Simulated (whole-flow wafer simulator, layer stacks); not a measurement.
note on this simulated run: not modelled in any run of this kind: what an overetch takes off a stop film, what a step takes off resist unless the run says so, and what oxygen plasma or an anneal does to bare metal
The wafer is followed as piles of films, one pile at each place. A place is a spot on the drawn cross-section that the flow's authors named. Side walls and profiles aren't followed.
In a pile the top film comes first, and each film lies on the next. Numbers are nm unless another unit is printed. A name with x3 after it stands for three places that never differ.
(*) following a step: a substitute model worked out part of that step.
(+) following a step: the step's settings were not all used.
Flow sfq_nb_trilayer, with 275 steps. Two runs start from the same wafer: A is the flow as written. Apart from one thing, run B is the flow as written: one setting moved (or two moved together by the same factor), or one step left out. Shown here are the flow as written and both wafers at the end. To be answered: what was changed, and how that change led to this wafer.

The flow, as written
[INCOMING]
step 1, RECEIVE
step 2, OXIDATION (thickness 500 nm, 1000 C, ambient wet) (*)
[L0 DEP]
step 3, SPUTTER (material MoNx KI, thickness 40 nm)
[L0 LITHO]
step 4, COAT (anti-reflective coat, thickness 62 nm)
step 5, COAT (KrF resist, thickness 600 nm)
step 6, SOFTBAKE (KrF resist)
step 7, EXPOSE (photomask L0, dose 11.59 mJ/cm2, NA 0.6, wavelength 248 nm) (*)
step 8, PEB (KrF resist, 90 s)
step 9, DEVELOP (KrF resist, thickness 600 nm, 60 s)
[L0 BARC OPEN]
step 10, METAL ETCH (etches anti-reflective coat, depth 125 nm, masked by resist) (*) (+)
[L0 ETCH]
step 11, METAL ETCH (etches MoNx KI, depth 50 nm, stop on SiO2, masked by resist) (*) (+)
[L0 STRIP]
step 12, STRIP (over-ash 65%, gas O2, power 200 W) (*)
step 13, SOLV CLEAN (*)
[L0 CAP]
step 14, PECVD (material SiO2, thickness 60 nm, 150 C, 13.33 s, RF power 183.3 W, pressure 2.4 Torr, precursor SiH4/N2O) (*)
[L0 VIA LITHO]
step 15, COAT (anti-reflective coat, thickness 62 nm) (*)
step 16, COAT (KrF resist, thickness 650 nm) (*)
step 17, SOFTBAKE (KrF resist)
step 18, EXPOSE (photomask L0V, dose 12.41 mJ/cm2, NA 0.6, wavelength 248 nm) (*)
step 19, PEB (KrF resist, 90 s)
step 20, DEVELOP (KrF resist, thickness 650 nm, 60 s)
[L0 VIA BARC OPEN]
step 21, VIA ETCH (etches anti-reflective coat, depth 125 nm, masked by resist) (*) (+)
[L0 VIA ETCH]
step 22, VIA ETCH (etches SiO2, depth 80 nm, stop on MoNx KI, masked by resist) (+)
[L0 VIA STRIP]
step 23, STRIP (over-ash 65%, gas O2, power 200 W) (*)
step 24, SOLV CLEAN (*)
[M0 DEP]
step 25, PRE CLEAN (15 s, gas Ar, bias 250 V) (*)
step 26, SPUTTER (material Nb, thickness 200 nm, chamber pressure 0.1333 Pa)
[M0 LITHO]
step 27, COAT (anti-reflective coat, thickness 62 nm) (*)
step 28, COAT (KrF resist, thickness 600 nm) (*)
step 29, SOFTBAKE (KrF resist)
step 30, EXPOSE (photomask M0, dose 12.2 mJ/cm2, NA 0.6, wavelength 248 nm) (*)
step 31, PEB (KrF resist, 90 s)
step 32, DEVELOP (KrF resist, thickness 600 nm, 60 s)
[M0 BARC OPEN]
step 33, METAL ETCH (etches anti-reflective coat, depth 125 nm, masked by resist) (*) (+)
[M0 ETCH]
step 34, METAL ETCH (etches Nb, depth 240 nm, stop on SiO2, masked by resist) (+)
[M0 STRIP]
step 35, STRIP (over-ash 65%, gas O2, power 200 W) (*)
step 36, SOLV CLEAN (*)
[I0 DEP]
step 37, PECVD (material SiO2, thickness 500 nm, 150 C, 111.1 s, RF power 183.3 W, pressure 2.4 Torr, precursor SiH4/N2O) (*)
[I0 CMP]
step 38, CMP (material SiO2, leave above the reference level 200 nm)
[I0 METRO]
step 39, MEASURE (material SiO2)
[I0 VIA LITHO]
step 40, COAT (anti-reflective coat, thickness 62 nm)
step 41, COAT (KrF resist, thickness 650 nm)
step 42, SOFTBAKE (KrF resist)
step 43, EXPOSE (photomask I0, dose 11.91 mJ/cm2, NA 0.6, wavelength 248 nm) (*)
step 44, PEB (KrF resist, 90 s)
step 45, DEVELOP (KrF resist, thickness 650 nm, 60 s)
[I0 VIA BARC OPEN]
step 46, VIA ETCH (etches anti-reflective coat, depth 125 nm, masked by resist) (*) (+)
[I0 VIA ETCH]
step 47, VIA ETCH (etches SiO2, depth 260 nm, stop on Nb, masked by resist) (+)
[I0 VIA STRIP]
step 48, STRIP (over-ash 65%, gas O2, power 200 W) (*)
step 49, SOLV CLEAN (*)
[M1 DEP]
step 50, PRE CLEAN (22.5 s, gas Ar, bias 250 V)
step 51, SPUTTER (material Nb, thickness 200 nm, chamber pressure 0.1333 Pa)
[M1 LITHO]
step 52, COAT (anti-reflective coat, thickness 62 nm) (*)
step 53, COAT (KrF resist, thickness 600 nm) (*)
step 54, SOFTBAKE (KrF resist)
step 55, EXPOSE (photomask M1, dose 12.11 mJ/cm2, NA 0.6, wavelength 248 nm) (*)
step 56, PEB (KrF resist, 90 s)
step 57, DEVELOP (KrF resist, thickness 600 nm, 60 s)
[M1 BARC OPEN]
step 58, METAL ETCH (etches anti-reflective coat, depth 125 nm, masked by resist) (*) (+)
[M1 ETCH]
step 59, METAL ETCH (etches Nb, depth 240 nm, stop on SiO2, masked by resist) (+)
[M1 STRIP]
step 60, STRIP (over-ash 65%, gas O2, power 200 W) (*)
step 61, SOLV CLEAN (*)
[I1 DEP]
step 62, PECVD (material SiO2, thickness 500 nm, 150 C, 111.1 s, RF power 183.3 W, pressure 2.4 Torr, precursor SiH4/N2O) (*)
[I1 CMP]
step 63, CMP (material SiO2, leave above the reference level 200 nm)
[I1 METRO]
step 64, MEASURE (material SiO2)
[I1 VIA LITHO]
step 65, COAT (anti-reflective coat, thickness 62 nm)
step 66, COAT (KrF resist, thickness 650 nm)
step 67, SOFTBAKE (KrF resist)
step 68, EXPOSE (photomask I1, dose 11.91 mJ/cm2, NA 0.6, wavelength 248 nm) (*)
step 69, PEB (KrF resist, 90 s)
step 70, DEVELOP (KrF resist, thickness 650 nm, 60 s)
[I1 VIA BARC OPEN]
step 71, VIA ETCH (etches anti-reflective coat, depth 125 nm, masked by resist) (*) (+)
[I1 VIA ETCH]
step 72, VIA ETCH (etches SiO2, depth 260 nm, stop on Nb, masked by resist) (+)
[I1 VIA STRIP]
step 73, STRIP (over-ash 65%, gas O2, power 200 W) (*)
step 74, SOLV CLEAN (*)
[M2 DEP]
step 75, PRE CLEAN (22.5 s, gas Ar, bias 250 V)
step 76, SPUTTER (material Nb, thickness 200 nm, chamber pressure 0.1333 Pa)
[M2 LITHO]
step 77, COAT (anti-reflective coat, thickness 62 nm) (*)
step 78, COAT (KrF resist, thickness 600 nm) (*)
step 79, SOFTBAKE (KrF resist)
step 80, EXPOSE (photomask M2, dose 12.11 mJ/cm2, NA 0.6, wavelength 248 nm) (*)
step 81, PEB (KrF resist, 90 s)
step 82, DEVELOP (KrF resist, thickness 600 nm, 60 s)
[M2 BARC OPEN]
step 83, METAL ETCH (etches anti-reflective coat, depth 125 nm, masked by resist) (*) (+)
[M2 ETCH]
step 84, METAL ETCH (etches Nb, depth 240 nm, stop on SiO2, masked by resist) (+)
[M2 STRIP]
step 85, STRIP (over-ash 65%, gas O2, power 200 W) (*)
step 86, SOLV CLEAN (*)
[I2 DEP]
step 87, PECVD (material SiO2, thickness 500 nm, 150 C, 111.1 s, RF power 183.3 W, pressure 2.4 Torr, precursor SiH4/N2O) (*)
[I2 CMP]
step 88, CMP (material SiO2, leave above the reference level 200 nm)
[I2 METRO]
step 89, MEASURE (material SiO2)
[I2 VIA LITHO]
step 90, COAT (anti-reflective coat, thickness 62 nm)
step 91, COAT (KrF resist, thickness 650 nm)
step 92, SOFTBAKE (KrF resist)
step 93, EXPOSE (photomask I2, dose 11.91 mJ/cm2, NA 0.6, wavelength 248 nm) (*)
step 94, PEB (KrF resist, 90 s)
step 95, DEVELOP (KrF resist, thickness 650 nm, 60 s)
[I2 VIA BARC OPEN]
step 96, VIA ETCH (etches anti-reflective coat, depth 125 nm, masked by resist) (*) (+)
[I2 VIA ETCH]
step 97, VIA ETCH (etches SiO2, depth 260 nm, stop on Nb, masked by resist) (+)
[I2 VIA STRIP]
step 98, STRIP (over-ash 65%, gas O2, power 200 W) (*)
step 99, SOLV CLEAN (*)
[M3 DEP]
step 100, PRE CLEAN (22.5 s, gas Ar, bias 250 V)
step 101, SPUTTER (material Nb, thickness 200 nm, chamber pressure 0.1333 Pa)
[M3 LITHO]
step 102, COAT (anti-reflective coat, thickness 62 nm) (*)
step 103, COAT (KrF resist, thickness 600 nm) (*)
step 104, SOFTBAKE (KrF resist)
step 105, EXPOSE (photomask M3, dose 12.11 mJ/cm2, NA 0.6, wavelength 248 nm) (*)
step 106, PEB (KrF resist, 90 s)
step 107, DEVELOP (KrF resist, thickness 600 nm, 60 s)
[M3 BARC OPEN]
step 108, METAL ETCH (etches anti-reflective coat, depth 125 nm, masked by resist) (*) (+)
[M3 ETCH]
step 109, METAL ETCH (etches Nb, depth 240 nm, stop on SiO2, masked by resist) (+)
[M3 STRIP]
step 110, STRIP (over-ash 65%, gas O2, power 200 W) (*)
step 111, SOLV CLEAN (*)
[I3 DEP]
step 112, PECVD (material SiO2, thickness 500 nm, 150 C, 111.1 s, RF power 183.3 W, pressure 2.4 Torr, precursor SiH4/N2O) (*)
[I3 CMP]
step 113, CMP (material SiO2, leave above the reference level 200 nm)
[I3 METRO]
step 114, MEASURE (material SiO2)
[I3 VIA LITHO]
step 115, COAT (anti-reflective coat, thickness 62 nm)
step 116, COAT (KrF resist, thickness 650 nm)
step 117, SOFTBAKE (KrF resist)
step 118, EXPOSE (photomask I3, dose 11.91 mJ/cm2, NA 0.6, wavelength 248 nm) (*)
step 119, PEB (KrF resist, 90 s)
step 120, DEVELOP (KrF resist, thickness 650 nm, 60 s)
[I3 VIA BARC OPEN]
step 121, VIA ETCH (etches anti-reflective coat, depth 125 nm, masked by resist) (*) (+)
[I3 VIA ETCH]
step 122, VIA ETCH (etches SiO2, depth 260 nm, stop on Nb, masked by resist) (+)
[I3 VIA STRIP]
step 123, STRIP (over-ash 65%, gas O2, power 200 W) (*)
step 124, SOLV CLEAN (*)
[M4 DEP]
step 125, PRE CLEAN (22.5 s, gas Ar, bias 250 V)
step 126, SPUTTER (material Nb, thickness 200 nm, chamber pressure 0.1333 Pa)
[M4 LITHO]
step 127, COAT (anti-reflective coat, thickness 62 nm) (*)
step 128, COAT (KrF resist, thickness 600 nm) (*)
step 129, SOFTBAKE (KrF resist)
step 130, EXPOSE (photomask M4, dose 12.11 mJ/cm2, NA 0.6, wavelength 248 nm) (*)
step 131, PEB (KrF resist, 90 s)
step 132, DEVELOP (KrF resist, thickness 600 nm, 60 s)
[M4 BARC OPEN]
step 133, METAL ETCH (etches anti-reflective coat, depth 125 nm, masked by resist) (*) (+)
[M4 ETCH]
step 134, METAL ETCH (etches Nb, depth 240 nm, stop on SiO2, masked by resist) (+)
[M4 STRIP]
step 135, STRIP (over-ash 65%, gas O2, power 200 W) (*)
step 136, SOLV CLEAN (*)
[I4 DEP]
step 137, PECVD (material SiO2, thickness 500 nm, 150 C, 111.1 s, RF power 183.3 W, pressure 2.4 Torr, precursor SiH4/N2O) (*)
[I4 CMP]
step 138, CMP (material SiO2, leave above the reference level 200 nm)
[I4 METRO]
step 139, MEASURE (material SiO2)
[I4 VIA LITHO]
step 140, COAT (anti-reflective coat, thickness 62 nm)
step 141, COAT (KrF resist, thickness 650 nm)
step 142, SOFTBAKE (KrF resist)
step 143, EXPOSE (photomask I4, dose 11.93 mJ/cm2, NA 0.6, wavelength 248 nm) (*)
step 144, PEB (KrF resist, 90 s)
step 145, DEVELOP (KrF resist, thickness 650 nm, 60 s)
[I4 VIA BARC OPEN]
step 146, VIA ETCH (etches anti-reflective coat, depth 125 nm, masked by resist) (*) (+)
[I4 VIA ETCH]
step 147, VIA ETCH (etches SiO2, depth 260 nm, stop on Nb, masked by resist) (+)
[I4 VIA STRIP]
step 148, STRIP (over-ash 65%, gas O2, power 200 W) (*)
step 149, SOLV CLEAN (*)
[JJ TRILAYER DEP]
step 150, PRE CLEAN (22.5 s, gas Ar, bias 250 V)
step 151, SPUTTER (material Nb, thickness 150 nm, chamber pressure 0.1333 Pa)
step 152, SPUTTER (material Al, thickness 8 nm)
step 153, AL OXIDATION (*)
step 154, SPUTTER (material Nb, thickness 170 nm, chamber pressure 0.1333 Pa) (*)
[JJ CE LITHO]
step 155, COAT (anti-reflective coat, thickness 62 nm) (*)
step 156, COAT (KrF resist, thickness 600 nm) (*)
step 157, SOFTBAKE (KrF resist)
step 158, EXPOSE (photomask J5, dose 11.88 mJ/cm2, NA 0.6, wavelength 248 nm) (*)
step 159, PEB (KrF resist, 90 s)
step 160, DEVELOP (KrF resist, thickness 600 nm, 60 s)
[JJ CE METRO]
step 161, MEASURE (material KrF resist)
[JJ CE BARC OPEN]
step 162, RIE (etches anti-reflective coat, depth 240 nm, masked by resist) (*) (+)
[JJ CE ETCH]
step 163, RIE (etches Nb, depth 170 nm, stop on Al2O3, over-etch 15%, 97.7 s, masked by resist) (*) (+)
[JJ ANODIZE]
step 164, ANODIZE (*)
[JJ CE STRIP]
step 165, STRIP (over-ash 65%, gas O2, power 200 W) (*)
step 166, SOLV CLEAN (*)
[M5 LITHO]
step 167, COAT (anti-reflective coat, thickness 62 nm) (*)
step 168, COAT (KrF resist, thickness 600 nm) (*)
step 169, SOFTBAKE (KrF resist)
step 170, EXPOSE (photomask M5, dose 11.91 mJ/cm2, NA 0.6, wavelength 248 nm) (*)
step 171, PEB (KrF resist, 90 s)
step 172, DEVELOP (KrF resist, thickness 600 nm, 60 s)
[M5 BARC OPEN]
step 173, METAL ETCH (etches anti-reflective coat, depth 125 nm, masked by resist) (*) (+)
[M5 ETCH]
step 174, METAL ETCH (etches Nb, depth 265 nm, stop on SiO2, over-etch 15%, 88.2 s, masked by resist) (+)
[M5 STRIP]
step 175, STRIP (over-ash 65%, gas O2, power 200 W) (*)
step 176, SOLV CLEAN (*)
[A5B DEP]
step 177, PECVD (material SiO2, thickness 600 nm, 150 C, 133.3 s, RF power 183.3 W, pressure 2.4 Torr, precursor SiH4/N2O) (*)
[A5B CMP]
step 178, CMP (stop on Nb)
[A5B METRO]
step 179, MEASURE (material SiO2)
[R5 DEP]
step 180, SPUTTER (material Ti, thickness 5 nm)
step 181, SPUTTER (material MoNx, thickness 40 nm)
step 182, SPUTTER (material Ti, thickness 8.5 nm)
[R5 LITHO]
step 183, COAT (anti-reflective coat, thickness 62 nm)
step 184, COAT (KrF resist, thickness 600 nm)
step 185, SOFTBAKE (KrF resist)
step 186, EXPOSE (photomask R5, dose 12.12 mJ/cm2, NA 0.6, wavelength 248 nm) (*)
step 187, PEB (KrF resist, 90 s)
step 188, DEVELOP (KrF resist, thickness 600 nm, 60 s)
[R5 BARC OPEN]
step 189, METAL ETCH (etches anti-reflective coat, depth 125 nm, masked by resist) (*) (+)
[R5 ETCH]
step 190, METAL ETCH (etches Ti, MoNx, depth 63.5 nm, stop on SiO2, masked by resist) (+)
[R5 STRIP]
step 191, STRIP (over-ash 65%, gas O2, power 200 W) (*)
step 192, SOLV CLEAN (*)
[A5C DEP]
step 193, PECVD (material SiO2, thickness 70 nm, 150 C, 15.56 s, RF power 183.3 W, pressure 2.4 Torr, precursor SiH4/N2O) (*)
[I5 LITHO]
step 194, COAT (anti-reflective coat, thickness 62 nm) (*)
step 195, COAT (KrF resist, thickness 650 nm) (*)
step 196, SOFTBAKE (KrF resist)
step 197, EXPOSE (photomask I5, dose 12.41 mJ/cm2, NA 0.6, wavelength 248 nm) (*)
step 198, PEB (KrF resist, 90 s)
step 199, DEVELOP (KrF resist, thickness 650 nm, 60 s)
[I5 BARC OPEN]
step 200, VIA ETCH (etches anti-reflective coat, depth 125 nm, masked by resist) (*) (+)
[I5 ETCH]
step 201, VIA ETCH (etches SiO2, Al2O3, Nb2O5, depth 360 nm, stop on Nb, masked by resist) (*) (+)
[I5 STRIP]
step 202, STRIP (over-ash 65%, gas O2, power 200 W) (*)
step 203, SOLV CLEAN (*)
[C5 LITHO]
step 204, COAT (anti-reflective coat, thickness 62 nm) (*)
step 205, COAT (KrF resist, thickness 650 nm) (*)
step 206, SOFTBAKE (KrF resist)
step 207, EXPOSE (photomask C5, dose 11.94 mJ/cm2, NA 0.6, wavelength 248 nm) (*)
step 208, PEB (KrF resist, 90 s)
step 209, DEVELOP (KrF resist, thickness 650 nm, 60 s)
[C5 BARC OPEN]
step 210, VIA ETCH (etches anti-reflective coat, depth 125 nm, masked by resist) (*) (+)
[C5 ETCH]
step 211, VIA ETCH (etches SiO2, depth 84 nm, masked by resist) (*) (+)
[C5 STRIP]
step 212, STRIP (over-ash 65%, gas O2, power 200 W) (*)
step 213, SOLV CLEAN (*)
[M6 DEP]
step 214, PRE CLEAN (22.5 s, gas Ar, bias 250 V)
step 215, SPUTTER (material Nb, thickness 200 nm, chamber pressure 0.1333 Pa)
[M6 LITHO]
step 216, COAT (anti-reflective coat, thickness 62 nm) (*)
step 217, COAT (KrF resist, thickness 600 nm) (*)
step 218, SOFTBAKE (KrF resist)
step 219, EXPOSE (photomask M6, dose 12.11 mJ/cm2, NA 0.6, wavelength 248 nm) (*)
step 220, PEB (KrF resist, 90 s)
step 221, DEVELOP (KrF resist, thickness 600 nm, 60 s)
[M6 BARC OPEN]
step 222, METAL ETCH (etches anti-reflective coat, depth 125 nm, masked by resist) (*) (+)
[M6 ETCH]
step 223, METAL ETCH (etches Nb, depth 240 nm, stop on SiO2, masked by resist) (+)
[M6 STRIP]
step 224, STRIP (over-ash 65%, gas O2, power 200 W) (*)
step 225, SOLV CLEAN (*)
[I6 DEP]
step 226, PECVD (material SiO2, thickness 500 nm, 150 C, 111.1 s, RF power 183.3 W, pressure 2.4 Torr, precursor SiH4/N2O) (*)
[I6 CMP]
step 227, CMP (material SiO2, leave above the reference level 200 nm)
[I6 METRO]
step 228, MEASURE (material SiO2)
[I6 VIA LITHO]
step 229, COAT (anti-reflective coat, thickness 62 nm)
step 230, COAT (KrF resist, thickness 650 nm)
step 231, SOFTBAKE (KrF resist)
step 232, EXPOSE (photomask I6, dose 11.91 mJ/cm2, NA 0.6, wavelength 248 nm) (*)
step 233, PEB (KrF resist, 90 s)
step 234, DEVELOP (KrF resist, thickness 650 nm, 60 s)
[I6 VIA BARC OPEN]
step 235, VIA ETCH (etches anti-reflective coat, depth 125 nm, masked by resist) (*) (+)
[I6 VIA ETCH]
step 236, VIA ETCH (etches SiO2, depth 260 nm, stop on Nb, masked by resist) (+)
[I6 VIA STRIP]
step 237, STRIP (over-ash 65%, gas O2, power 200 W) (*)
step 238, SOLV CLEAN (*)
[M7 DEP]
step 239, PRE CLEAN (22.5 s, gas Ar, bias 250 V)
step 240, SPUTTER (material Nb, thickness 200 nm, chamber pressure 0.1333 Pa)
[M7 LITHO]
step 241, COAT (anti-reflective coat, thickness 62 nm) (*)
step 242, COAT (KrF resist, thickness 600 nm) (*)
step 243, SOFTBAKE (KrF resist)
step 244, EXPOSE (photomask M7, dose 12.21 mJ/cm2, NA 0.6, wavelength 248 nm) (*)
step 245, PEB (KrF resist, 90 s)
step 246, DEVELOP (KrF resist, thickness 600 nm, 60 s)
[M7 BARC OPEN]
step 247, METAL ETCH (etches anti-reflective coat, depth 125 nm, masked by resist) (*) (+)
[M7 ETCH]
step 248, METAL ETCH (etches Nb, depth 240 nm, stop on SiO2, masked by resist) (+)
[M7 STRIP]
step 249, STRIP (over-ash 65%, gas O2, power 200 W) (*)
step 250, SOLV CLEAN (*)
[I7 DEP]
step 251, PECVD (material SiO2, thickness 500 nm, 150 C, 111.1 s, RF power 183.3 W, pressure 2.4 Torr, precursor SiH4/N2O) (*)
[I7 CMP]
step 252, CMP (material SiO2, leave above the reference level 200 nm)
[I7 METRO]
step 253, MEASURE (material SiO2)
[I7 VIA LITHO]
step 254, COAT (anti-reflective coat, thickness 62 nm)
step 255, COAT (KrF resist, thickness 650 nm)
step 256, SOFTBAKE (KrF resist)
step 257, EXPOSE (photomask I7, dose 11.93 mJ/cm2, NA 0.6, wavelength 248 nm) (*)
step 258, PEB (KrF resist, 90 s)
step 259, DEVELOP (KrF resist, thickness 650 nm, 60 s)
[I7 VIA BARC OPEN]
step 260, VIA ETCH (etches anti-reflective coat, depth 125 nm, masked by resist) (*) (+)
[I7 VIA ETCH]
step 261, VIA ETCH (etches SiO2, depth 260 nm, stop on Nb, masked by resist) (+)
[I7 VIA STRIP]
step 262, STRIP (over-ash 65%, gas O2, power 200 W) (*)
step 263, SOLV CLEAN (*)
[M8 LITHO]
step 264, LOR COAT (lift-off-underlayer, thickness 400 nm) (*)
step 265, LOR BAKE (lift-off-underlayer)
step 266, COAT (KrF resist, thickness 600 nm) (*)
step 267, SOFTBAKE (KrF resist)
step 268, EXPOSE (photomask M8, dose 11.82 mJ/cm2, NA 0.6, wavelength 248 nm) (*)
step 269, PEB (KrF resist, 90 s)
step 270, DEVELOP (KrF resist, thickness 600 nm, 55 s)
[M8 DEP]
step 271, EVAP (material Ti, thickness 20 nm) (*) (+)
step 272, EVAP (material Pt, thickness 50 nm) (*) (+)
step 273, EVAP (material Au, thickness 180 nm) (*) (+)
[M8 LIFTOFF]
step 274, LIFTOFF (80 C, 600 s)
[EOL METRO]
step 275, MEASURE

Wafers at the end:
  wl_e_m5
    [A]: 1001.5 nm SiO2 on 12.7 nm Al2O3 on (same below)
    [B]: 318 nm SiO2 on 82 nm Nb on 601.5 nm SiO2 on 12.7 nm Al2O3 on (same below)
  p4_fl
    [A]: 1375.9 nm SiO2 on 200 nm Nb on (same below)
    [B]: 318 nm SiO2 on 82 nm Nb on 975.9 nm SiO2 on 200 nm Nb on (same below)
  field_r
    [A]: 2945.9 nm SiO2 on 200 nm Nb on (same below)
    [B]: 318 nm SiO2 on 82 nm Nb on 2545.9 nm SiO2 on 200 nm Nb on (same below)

Cause: step 248, METAL ETCH: depth 118 nm was run, while the flow as written has depth 240 nm.

The path from the change to this, step by step:
  step 248, METAL ETCH (etches Nb, depth 240 nm, stop on SiO2, masked by resist) (+)
      field_l, field_r, lsp_l and 62 more: A -200 Nb (all of it) | B -118 Nb
      v_sur, via_wl, via_w and 38 more: A -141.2 KrF resist | B -69.4 KrF resist
  step 249, STRIP (over-ash 65%, gas O2, power 200 W) (*)
      wl_j_sl, wl_jj, wl_j_sr and 14 more: A -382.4 KrF resist (all of it), -62 anti-reflective coat (all of it) | B -454.1 KrF resist (all of it), -62 anti-reflective coat (all of it)
      ln_m5, lsp_m, ln_m6, lsp_r: A -381.9 KrF resist (all of it), -61.8 anti-reflective coat (all of it) | B -453.7 KrF resist (all of it), -61.8 anti-reflective coat (all of it)
      (also at 20 further places)
  step 251, PECVD (material SiO2, thickness 500 nm, 150 C, 111.1 s, RF power 183.3 W, pressure 2.4 Torr, precursor SiH4/N2O) (*)
      field_l, p4_fl, p4_fm and 56 more: A +500 SiO2 | B +500 SiO2 (new film)
      field_r, lsp_l: A +477.7 SiO2 | B +486.8 SiO2 (new film)
      (also at 4 further places)
  step 252, CMP (material SiO2, leave above the reference level 200 nm)
      field_l, p4_fl, p4_fm and 56 more: A -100 SiO2 | B -182 SiO2
      field_r, lsp_l: A -77.7 SiO2 | B -168.8 SiO2
      (also at 4 further places)
Taking metal films that touch as one body, wl_e_m5 has 7 bodies (between them, from the top down: SiO2 601.5 / Al2O3 12.7 / Nb2O5 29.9; SiO2 192.5; SiO2 192.5; SiO2 192.5; SiO2 192.5; SiO2 192.5); the flow as written gives 6 bodies (between them, from the top down: SiO2 192.5; SiO2 192.5; SiO2 192.5; SiO2 192.5; SiO2 192.5).
Taking metal films that touch as one body, p4_fl has 3 bodies (between them, from the top down: SiO2 975.9; SiO2 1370); the flow as written gives 2 bodies (between them, from the top down: SiO2 1370).
Taking metal films that touch as one body, field_r has 2 bodies (between them, from the top down: SiO2 2545.9); the flow as written gives 1 body.
